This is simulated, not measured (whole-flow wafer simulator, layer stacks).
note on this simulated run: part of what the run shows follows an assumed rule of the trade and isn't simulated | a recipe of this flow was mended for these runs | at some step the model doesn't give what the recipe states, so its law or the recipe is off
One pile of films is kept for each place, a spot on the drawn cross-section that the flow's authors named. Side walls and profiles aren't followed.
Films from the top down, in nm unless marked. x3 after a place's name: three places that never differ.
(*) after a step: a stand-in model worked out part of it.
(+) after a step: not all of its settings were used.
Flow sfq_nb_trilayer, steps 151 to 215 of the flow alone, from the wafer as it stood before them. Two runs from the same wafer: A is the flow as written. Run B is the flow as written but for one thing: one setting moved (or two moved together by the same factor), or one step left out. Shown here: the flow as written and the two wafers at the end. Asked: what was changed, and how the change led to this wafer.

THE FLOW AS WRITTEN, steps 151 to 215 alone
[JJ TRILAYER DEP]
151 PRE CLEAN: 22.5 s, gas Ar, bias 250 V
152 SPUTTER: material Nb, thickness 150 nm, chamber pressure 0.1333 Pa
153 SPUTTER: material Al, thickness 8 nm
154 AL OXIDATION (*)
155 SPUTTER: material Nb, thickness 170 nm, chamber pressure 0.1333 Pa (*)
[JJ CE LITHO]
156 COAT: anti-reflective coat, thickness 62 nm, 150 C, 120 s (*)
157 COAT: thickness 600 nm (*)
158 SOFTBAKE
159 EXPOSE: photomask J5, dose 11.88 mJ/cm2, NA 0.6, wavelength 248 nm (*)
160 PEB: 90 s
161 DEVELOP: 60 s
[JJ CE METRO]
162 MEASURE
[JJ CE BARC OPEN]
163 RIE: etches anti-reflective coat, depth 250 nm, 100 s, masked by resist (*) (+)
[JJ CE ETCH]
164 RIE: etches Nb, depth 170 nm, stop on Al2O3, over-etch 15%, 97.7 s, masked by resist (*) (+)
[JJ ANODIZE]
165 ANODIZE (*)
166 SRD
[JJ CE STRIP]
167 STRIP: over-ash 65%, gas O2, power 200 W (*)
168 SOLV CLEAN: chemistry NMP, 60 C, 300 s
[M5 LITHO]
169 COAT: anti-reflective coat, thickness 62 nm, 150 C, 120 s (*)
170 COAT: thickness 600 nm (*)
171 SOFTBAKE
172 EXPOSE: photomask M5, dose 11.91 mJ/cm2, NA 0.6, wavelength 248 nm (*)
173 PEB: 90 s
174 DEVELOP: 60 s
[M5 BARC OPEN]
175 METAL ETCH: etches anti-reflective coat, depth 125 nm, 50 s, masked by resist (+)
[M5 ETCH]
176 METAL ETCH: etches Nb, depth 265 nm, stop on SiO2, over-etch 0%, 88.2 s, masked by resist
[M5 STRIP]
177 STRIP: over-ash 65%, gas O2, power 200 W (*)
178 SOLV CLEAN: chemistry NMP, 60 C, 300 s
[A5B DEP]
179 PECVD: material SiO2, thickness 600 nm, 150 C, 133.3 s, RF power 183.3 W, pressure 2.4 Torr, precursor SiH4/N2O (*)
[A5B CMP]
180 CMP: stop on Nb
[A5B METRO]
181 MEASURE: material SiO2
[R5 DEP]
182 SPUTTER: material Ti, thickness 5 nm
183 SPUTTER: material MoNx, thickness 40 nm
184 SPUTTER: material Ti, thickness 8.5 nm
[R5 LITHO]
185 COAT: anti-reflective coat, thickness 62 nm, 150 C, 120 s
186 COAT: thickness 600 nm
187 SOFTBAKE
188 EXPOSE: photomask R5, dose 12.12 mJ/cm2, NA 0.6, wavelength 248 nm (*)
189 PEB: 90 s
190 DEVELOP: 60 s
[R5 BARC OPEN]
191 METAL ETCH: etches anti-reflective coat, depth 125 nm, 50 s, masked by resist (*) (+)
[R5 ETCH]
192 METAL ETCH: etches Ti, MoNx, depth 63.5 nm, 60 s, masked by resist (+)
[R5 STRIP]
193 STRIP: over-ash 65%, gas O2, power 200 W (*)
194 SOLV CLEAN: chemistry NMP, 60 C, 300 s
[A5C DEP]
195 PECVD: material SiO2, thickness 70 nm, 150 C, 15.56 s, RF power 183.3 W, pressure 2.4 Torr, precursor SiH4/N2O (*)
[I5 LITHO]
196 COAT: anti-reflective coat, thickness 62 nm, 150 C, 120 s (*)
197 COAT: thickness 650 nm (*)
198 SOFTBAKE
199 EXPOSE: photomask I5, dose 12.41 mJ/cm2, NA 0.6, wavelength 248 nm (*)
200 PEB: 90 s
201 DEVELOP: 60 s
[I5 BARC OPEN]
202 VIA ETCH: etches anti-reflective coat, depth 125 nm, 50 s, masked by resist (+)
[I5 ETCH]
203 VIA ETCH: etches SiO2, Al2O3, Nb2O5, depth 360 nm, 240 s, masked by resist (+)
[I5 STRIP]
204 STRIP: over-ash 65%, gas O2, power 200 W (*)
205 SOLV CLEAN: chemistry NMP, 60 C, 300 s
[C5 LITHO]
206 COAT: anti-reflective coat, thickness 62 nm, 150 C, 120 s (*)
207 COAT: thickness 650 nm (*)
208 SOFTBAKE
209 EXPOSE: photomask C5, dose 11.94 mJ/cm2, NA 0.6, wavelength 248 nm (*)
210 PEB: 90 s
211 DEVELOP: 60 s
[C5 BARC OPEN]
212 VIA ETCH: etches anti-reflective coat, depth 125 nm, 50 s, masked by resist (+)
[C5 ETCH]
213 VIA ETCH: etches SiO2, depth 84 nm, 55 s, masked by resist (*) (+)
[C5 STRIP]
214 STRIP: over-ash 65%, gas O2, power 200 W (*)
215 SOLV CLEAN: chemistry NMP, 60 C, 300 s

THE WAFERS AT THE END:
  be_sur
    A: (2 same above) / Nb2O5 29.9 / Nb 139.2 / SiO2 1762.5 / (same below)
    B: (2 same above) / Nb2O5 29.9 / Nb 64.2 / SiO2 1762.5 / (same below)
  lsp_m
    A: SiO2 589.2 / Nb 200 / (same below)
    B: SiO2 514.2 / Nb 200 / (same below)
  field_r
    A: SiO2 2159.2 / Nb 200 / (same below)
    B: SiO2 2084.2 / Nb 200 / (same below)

The cause: step 152, SPUTTER: thickness 75 nm was run, where the flow has thickness 150 nm.

How the change led to this, step by step:
  152 SPUTTER: material Nb, thickness 150 nm, chamber pressure 0.1333 Pa
      field_l, v_sur, via_sp and 100 more: A Nb +150 (new film) | B Nb +75 (new film)
      via_wl, via_wr: A Nb +129.8 | B Nb +53.2
      (and at 1 more place)
  155 SPUTTER: material Nb, thickness 170 nm, chamber pressure 0.1333 Pa (*)
      via_w: A Nb +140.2 (new film) | B Nb +144.5 (new film)
  156 COAT: anti-reflective coat, thickness 62 nm, 150 C, 120 s (*)
      via_wl, via_wr: A anti-reflective coat +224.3 (new film) | B anti-reflective coat +242.7 (new film)
      via_w: A anti-reflective coat +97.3 (new film) | B anti-reflective coat +103.7 (new film)
  157 COAT: thickness 600 nm (*)
      via_wl: A KrF-resist-other-grade +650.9 (new film) | B KrF-resist-other-grade +636.7 (new film)
      via_w: A KrF-resist-other-grade +766.6 (new film) | B KrF-resist-other-grade +746.6 (new film)
      (and at 1 more place)
  161 DEVELOP: 60 s
      via_wl: A KrF-resist-other-grade -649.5 (all of it) | B KrF-resist-other-grade -635.3 (all of it)
      via_w: A KrF-resist-other-grade -764.9 (all of it) | B KrF-resist-other-grade -745 (all of it)
      (and at 1 more place)
  163 RIE: etches anti-reflective coat, depth 250 nm, 100 s, masked by resist (*) (+)
      via_wl, via_wr: A anti-reflective coat -224.3 (all of it) | B anti-reflective coat -242.7 (all of it)
      via_w: A anti-reflective coat -97.3 (all of it) | B anti-reflective coat -103.7 (all of it)
  164 RIE: etches Nb, depth 170 nm, stop on Al2O3, over-etch 15%, 97.7 s, masked by resist (*) (+)
      via_w: A Nb -140.2 (all of it), Al2O3 -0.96 (all of it) | B Nb -144.5 (all of it), Al2O3 -0.96 (all of it)
  165 ANODIZE (*)
      via_wl, via_wr: A Al2O3 +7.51 (new film), Nb2O5 +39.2 (new film), Al -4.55 (all of it), Nb -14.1 | B Al2O3 +8.25 (new film), Nb2O5 +37.9 (new film), Al -5 (all of it), Nb -13.6
      via_w: A Al2O3 +10.7 (new film), Nb2O5 +33.4 (new film), Al -6.51 (all of it), Nb -12 | B Al2O3 +11.1 (new film), Nb2O5 +32.7 (new film), Al -6.75 (all of it), Nb -11.8
  169 COAT: anti-reflective coat, thickness 62 nm, 150 C, 120 s (*)
      via_w: A anti-reflective coat +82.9 (new film) | B anti-reflective coat +77.8 (new film)
      ce_r: A anti-reflective coat +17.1 (new film) | B anti-reflective coat +15.9 (new film)
  176 METAL ETCH: etches Nb, depth 265 nm, stop on SiO2, over-etch 0%, 88.2 s, masked by resist
      field_l, res, r_end and 47 more: A Al2O3 -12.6 (all of it), Nb2O5 -29.9 (all of it), Nb -139.2 (all of it), SiO2 -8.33 | B Al2O3 -12.6 (all of it), Nb2O5 -29.9 (all of it), Nb -64.2 (all of it), SiO2 -15.8
      r_sur, wl_a_sl, wl_a_m6: A Al2O3 -12.5 (all of it), Nb2O5 -29.9 (all of it), Nb -139.2 (all of it), SiO2 -8.33 | B Al2O3 -12.5 (all of it), Nb2O5 -29.9 (all of it), Nb -64.2 (all of it), SiO2 -15.8
  177 STRIP: over-ash 65%, gas O2, power 200 W (*)
      via_w: A KrF-resist-other-grade -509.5 (all of it), anti-reflective coat -82.9 (all of it) | B KrF-resist-other-grade -502.3 (all of it), anti-reflective coat -77.8 (all of it)
      ce_r: A KrF-resist-other-grade -307.4 (all of it), anti-reflective coat -17.1 (all of it) | B KrF-resist-other-grade -308.6 (all of it), anti-reflective coat -15.9 (all of it)
  180 CMP: stop on Nb
      field_l, lsp_m, ln_m6 and 44 more: A SiO2 -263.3 | B SiO2 -330.8
      r_sur, res, r_end, moat, field_r, lsp_l: A SiO2 -256.4 | B SiO2 -330.8
      (and at 3 more places)
